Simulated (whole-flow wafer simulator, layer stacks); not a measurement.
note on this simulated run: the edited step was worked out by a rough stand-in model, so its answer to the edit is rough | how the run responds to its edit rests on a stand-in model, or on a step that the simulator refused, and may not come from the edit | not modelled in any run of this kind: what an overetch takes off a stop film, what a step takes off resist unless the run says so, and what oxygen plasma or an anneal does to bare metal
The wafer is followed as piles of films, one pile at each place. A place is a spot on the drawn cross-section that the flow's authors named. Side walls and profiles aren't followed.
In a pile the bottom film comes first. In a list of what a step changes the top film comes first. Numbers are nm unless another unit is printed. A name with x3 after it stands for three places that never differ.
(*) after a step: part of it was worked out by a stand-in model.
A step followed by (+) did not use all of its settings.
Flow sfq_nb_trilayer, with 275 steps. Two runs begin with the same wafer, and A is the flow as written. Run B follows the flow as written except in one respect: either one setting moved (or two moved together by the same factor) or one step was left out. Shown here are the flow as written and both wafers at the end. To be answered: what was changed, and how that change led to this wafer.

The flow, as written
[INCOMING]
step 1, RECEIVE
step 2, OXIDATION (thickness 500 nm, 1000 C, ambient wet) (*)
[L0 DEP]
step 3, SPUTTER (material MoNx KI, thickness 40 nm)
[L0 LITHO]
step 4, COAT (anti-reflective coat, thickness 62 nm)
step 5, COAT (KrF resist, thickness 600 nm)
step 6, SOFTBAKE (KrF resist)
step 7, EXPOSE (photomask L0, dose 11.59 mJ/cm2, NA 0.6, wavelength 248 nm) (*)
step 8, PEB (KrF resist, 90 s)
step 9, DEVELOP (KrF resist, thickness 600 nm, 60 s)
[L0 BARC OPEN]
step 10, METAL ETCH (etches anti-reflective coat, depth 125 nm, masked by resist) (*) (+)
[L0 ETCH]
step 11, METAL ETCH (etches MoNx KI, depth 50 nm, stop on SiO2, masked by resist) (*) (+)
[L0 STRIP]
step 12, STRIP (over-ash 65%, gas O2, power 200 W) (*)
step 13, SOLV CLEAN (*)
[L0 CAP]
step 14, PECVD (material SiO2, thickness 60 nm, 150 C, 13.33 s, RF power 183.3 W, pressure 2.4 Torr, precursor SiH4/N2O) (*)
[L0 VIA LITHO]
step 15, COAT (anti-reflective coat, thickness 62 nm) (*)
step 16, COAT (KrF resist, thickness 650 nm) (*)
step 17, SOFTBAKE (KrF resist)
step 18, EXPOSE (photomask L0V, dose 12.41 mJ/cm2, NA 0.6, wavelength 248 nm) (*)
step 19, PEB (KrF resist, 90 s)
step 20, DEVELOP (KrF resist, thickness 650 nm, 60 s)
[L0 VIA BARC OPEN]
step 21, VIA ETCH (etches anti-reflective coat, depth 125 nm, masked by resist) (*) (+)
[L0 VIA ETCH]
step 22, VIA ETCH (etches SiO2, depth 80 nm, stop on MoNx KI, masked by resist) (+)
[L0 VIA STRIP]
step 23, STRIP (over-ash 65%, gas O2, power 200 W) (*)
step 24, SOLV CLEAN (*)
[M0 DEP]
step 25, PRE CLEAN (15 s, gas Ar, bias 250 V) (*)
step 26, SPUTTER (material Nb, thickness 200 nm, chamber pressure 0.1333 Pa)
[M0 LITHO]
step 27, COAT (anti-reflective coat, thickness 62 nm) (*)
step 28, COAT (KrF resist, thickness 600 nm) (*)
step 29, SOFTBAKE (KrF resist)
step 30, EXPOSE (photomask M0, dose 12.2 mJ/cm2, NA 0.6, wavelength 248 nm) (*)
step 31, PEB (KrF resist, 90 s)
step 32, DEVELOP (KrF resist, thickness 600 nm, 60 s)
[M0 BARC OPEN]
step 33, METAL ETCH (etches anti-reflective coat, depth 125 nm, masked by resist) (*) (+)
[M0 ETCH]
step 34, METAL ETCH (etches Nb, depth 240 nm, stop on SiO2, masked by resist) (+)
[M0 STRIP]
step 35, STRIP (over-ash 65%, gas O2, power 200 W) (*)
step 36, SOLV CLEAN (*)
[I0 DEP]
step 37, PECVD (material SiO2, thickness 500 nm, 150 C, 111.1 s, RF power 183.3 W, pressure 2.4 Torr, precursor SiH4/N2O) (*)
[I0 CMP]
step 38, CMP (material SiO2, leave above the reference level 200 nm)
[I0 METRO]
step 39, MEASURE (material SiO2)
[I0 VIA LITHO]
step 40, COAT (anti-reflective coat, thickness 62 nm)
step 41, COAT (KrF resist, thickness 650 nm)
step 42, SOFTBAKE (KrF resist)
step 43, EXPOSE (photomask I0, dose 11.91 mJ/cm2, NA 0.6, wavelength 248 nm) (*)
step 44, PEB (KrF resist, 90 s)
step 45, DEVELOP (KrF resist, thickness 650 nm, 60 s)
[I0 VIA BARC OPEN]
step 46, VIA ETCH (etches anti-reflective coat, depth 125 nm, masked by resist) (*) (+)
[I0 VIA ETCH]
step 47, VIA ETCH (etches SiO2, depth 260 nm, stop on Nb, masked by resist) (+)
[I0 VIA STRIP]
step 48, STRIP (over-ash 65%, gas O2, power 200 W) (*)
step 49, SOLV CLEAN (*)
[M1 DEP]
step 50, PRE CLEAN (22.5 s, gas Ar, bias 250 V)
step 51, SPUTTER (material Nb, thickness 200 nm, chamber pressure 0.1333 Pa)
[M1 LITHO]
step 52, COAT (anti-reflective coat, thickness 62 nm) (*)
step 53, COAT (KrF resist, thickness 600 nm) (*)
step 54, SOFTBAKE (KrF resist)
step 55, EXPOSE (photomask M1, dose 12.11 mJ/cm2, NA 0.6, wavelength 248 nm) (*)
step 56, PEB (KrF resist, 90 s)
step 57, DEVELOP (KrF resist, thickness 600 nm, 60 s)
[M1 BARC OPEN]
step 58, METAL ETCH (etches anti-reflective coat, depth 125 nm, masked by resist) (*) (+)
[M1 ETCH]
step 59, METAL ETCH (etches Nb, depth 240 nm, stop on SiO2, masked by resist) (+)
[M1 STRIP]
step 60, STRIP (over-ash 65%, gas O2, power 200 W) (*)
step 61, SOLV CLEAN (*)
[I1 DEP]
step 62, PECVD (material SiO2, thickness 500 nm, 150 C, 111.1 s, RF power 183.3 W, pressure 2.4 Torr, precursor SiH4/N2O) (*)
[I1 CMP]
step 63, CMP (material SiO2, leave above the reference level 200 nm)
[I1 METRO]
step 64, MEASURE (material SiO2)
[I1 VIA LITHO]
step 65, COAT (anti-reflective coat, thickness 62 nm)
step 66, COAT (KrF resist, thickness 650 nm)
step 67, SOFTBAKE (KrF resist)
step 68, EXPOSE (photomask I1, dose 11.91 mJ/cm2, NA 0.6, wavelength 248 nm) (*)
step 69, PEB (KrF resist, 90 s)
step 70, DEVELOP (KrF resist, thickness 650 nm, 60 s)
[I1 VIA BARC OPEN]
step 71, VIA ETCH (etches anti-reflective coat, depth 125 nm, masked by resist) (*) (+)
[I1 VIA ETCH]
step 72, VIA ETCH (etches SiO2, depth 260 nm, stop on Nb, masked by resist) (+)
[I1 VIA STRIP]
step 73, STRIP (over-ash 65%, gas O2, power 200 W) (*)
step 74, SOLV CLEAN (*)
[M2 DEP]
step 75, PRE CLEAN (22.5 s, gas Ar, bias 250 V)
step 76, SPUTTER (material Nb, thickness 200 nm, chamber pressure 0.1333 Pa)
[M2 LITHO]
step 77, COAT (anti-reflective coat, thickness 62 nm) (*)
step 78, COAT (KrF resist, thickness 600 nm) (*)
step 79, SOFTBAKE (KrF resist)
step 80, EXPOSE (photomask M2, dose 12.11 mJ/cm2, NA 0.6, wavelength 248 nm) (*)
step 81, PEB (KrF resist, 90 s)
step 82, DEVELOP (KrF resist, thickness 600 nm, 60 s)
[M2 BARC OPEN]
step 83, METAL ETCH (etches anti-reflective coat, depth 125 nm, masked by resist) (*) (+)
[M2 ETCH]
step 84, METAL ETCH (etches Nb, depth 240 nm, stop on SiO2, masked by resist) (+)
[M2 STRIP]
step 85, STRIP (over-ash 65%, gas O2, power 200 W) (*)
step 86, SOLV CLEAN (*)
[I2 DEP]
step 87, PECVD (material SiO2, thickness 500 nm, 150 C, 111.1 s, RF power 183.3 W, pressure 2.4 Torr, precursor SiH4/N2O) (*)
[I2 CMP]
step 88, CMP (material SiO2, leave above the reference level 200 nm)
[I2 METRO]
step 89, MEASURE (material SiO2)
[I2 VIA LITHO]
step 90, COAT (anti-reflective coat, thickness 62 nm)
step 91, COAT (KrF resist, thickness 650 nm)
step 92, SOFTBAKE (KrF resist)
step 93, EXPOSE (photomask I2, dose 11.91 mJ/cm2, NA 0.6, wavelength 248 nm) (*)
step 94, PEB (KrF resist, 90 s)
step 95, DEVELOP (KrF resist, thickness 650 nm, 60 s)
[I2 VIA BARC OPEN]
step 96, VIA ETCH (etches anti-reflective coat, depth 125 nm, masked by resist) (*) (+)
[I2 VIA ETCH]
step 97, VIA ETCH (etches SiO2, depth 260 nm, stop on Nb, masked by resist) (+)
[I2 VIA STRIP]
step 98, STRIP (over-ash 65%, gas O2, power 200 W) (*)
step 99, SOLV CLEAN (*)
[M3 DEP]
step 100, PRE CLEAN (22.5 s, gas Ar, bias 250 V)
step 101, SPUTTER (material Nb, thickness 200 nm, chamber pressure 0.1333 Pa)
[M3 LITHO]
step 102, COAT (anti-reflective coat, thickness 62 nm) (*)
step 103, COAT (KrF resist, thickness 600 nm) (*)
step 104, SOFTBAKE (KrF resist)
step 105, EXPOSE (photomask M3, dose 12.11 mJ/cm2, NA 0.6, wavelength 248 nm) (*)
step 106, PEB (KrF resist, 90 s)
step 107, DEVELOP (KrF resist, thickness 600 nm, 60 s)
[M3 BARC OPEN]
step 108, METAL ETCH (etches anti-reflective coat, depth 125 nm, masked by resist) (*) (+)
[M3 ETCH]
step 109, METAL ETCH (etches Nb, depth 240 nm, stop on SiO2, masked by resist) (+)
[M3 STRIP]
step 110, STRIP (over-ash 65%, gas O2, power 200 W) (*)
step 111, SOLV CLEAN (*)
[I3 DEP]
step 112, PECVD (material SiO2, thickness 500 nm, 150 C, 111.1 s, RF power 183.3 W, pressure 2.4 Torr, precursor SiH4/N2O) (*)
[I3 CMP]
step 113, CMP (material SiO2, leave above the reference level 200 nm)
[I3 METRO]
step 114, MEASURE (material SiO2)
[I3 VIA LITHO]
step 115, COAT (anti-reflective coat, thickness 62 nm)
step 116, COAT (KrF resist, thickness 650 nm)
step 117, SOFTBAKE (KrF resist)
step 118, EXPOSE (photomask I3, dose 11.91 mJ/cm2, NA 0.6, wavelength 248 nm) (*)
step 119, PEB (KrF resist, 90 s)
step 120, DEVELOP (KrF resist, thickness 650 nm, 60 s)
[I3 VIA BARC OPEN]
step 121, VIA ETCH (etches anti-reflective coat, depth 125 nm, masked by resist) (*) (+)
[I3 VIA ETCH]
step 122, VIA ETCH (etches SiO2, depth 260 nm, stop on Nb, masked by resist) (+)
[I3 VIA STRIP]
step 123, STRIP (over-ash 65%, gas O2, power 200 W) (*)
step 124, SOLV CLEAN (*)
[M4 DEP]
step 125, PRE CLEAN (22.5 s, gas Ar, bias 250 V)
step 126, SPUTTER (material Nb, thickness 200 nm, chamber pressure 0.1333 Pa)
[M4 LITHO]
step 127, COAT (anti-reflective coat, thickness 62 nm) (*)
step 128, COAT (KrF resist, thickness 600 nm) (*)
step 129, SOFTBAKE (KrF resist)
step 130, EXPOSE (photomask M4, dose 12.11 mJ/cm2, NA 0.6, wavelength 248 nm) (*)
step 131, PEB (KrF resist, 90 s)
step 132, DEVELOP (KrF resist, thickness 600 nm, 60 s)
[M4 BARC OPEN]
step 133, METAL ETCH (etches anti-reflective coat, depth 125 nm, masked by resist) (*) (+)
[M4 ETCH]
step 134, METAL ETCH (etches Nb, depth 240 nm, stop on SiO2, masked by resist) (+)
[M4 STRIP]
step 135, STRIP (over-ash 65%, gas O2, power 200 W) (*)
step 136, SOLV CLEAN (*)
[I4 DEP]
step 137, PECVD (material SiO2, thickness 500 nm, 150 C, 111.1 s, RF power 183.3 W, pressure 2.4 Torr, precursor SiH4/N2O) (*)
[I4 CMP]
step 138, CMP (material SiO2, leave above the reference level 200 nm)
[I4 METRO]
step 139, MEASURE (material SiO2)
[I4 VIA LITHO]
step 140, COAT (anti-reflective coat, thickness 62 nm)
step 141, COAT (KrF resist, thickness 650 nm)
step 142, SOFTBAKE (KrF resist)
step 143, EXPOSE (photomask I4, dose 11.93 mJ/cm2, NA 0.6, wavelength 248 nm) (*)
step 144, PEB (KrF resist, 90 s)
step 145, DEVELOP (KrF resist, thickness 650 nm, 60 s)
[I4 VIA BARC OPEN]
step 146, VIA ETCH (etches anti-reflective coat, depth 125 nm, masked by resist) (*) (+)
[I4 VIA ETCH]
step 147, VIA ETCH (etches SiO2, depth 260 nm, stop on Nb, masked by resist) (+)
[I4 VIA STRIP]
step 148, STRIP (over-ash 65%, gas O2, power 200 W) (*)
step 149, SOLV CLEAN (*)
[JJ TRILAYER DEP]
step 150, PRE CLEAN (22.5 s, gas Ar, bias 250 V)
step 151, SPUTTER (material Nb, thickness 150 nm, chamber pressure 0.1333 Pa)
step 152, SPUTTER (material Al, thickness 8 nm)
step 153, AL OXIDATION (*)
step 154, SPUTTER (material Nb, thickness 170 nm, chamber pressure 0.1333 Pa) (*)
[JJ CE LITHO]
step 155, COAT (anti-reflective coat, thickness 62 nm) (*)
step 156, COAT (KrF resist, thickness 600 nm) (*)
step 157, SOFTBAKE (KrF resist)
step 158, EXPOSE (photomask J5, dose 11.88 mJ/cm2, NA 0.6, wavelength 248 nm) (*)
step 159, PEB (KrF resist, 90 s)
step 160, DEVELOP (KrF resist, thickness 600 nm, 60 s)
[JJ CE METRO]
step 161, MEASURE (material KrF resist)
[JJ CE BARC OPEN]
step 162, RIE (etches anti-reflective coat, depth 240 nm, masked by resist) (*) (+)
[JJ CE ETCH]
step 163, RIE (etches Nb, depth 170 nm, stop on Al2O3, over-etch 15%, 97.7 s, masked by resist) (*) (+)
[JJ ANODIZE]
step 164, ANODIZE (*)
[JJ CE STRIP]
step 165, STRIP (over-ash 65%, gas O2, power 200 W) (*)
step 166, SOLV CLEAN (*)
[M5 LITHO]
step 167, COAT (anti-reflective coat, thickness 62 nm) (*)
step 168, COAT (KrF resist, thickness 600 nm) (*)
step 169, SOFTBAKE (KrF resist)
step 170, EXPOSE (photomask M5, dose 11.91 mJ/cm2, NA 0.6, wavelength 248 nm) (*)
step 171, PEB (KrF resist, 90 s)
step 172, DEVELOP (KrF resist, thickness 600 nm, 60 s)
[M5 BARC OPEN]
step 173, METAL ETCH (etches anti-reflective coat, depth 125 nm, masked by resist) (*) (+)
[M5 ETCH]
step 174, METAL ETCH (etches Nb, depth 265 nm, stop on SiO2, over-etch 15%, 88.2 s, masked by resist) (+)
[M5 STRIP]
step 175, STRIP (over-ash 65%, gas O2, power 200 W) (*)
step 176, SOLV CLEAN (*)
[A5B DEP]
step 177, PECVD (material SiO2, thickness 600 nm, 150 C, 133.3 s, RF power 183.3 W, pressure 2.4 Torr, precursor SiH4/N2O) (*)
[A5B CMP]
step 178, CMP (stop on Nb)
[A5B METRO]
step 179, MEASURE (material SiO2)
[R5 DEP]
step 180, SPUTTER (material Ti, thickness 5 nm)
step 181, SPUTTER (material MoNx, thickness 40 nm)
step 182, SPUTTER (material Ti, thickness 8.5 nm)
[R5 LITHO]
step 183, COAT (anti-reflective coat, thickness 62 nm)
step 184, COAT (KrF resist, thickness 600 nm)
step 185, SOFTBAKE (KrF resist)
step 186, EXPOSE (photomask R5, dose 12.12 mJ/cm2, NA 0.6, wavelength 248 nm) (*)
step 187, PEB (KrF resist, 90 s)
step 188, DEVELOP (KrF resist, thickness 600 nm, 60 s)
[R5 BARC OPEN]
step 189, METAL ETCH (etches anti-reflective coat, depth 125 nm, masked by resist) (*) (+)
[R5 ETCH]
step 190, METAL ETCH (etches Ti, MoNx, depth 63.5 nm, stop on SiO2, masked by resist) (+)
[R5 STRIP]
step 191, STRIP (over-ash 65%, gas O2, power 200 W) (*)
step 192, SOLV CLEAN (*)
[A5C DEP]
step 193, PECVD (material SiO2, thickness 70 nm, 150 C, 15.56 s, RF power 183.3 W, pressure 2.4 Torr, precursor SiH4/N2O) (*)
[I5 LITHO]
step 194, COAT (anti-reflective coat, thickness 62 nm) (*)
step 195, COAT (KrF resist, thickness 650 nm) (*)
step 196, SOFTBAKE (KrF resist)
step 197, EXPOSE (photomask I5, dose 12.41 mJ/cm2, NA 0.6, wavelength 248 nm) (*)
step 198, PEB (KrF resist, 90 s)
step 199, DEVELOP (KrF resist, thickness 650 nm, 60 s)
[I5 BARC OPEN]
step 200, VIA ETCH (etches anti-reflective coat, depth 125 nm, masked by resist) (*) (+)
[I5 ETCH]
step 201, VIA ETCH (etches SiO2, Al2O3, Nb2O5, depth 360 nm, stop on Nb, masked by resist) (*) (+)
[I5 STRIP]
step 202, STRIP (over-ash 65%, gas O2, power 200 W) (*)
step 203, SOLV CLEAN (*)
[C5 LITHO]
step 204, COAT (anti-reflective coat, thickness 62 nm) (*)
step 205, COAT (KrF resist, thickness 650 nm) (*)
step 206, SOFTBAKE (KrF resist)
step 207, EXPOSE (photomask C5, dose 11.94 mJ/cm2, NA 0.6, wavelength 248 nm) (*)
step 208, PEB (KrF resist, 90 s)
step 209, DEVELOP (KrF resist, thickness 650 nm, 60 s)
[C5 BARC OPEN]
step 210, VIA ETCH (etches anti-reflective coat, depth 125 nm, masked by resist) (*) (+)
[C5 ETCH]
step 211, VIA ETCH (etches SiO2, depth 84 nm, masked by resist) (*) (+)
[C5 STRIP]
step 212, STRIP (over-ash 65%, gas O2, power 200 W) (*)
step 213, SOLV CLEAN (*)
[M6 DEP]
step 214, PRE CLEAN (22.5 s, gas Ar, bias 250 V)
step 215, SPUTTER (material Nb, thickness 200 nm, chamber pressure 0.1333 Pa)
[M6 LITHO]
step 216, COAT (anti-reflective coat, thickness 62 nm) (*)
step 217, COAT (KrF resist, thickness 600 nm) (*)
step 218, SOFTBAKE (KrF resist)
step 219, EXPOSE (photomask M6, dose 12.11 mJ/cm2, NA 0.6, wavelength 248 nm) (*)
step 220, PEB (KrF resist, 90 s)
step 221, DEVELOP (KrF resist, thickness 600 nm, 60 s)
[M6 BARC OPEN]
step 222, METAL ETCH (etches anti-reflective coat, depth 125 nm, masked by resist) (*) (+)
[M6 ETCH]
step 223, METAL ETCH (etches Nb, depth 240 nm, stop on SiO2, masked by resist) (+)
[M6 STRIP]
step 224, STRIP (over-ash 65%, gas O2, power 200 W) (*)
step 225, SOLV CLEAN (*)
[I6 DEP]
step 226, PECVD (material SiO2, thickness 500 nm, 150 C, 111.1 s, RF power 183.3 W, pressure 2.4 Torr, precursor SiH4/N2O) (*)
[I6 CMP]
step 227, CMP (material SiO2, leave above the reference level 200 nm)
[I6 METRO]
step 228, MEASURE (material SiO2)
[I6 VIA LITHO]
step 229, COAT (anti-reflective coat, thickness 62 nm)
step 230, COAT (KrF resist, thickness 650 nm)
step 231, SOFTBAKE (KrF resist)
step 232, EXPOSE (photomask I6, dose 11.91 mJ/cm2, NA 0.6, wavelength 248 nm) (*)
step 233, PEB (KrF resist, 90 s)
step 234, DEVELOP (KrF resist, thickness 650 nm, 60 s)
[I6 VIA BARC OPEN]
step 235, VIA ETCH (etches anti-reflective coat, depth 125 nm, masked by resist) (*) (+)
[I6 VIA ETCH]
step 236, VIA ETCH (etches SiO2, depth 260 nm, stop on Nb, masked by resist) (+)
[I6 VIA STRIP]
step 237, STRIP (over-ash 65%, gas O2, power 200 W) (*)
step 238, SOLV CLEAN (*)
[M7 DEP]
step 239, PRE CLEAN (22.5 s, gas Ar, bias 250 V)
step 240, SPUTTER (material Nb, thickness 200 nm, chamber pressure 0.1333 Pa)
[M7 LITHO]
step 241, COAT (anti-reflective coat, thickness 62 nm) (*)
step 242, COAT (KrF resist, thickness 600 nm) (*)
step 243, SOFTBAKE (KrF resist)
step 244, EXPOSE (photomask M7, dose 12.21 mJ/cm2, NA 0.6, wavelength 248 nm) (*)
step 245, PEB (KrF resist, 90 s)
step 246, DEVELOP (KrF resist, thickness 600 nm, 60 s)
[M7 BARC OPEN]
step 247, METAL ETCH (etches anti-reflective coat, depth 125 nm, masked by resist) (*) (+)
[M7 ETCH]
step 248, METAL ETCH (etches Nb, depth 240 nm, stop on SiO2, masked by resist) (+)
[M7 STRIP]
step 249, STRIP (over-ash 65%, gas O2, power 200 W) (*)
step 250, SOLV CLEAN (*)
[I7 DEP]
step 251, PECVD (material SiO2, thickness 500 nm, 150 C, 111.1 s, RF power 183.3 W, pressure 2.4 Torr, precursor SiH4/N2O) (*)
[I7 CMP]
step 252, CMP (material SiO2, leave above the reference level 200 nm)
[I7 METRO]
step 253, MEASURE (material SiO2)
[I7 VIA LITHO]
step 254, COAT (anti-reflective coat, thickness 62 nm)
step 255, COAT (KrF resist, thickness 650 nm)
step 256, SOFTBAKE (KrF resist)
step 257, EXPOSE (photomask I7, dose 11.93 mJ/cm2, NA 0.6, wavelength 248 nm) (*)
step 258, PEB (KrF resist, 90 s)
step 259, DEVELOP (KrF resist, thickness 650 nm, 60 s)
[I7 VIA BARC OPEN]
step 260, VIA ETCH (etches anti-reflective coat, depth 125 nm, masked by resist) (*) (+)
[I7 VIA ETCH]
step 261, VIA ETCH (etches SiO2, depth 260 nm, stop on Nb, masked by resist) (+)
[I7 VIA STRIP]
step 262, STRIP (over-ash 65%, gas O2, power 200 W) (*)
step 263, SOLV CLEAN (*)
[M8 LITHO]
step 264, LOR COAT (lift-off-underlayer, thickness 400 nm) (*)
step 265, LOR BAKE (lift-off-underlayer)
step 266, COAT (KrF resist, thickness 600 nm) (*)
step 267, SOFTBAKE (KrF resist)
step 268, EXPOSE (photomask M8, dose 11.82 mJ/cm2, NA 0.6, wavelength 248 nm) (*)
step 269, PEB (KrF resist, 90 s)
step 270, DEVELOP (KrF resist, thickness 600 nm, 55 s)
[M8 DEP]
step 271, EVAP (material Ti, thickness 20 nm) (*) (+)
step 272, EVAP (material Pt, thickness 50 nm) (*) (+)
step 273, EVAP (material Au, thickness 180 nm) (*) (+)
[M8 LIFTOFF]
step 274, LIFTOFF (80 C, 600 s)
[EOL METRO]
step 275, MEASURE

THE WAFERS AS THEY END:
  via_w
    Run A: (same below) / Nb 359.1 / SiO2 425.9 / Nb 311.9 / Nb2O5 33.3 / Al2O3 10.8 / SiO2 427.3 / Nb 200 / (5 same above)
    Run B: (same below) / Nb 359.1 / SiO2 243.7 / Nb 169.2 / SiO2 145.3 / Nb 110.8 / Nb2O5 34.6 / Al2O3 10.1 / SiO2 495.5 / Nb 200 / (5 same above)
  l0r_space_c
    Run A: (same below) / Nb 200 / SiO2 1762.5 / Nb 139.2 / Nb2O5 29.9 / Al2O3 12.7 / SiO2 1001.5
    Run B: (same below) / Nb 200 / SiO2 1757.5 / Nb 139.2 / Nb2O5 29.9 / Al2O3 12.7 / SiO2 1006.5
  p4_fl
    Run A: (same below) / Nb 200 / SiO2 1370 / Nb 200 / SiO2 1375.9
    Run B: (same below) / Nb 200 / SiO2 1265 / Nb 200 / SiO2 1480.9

Cause: step 112, PECVD: thickness 295 nm was run, while the flow as written has thickness 500 nm; step 112, PECVD: 65.56 s was run, where the flow has 111.1 s.

How this came from the change, step by step:
  step 112, PECVD (material SiO2, thickness 500 nm, 150 C, 111.1 s, RF power 183.3 W, pressure 2.4 Torr, precursor SiH4/N2O) (*)
      field_l, be, be_sur and 64 more: A +500 SiO2 | B +295 SiO2
      v_sur, via_wl, via_wr and 27 more: A +500 SiO2 (new film) | B +295 SiO2 (new film)
      (and at 9 other places as well)
  step 113, CMP (material SiO2, leave above the reference level 200 nm)
      field_l, be, be_sur and 64 more: A -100 SiO2 | B nothing
      p4_g1, p4_g2, p3_s0, p3_s1, p3_s2, p3_s3, p3_s4, p3_s5: A -157.1 SiO2 | B nothing
      (and at 31 other places as well)
  step 115, COAT (anti-reflective coat, thickness 62 nm)
      jj_sur, m0r_line_r, m6r_line_r, m7r_line_r: A +62 anti-reflective coat (new film) | B +63.4 anti-reflective coat (new film)
      ce_l, m0r_line_l, m6r_line_l, m7r_line_l: A +62 anti-reflective coat (new film) | B +63.3 anti-reflective coat (new film)
      (and at 80 other places as well)
  step 116, COAT (KrF resist, thickness 650 nm)
      m0r_line_l, r5r_line_r, m6r_line_l, m7r_line_l: A +650 KrF resist (new film) | B +670.8 KrF resist (new film)
      m0r_line_r, m6r_line_r, m7r_line_r: A +650 KrF resist (new film) | B +670.7 KrF resist (new film)
      (and at 57 other places as well)
  step 120, DEVELOP (KrF resist, thickness 650 nm, 60 s)
      via_v: A -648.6 KrF resist (all of it) | B -610.5 KrF resist (all of it)
  step 121, VIA ETCH (etches anti-reflective coat, depth 125 nm, masked by resist) (*) (+)
      field_l, v_sur, via_wl and 102 more: A -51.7 KrF resist | B -44.5 KrF resist
      via_v: A -62 anti-reflective coat (all of it), -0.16 SiO2 | B -53.4 anti-reflective coat (all of it), -0.13 SiO2
  step 123, STRIP (over-ash 65%, gas O2, power 200 W) (*)
      field_r, lsp_l, ln_m5: A -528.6 KrF resist (all of it), -62 anti-reflective coat (all of it) | B -540.3 KrF resist (all of it), -62.7 anti-reflective coat (all of it)
      m0r_line_l, m6r_line_l, m7r_line_l: A -528.6 KrF resist (all of it), -62 anti-reflective coat (all of it) | B -556.5 KrF resist (all of it), -63.3 anti-reflective coat (all of it)
      (and at 99 other places as well)
  step 126, SPUTTER (material Nb, thickness 200 nm, chamber pressure 0.1333 Pa)
      via_w: A +200 Nb (new film) | B +169.2 Nb (new film)
  step 127, COAT (anti-reflective coat, thickness 62 nm) (*)
      l0r_space_c, m0r_line_r, m6r_line_r, m7r_line_r: A +62 anti-reflective coat (new film) | B +63.6 anti-reflective coat (new film)
      p3_l1, p3_l2, p3_l3: A +62 anti-reflective coat (new film) | B +46 anti-reflective coat (new film)
      (and at 81 other places as well)
  step 128, COAT (KrF resist, thickness 600 nm) (*)
      m0r_line_l, m6r_line_l, m7r_line_l: A +600 KrF resist (new film) | B +618.4 KrF resist (new film)
      m0r_space_l, m6r_space_l, m7r_space_l: A +600 KrF resist (new film) | B +613 KrF resist (new film)
      (and at 65 other places as well)
  step 132, DEVELOP (KrF resist, thickness 600 nm, 60 s)
      m0r_line_l, m6r_line_l, m7r_line_l: A -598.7 KrF resist (all of it) | B -617.1 KrF resist (all of it)
      m0r_space_l, m6r_space_l, m7r_space_l: A -598.7 KrF resist (all of it) | B -611.7 KrF resist (all of it)
      (and at 35 other places as well)
  step 133, METAL ETCH (etches anti-reflective coat, depth 125 nm, masked by resist) (*) (+)
      v_sur, via_wl, via_w and 36 more: A -51.7 KrF resist | B -63.4 KrF resist
      l0r_space_c, m0r_line_r, m6r_line_r, m7r_line_r: A -62 anti-reflective coat (all of it) | B -63.6 anti-reflective coat (all of it)
      (and at 48 other places as well)
  step 135, STRIP (over-ash 65%, gas O2, power 200 W) (*)
      wl_a_sr, wl_b_sl: A -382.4 KrF resist (all of it), -62 anti-reflective coat (all of it) | B -360.1 KrF resist (all of it), -59.4 anti-reflective coat (all of it)
      v_sur: A -379.9 KrF resist (all of it), -61.4 anti-reflective coat (all of it) | B -316.2 KrF resist (all of it), -44.7 anti-reflective coat (all of it)
      (and at 36 other places as well)
  step 137, PECVD (material SiO2, thickness 500 nm, 150 C, 111.1 s, RF power 183.3 W, pressure 2.4 Torr, precursor SiH4/N2O) (*)
      p3_s0, p3_s1, p3_s2, p3_s3, p3_s4, p3_s5: A +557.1 SiO2 | B +662.1 SiO2
      via_w: A +500 SiO2 (new film) | B +570.1 SiO2 (new film)
  step 138, CMP (material SiO2, leave above the reference level 200 nm)
      field_l, be, be_sur and 55 more: A -100 SiO2 | B nothing
      lsp_r, l0_sur, l0v: A -91.9 SiO2 | B nothing
      (and at 9 other places as well)
  step 140, COAT (anti-reflective coat, thickness 62 nm)
      m5r_linepad_l, m5r_linepad_r, r5r_spacepad_l, r5r_spacepad_r: A +62 anti-reflective coat (new film) | B +64.1 anti-reflective coat (new film)
      m8r_pad_l, m8r_pad_r: A +62 anti-reflective coat (new film) | B +63.4 anti-reflective coat (new film)
      (and at 3 other places as well)
  ... 29 other steps ...
  step 227, CMP (material SiO2, leave above the reference level 200 nm)
      ce_l, ce_r: A -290 SiO2 | B -300 SiO2
      c5j: A -223 SiO2 | B -233 SiO2
Taking metal films that touch as one body, via_w has 6 bodies (between them, from the top down: SiO2 192.5; SiO2 495.5 / Al2O3 10.1 / Nb2O5 34.6; SiO2 145.3; SiO2 243.7; SiO2 416.9); the flow as written gives 5 bodies (between them, from the top down: SiO2 192.5; SiO2 427.3 / Al2O3 10.8 / Nb2O5 33.3; SiO2 425.9; SiO2 416.9).
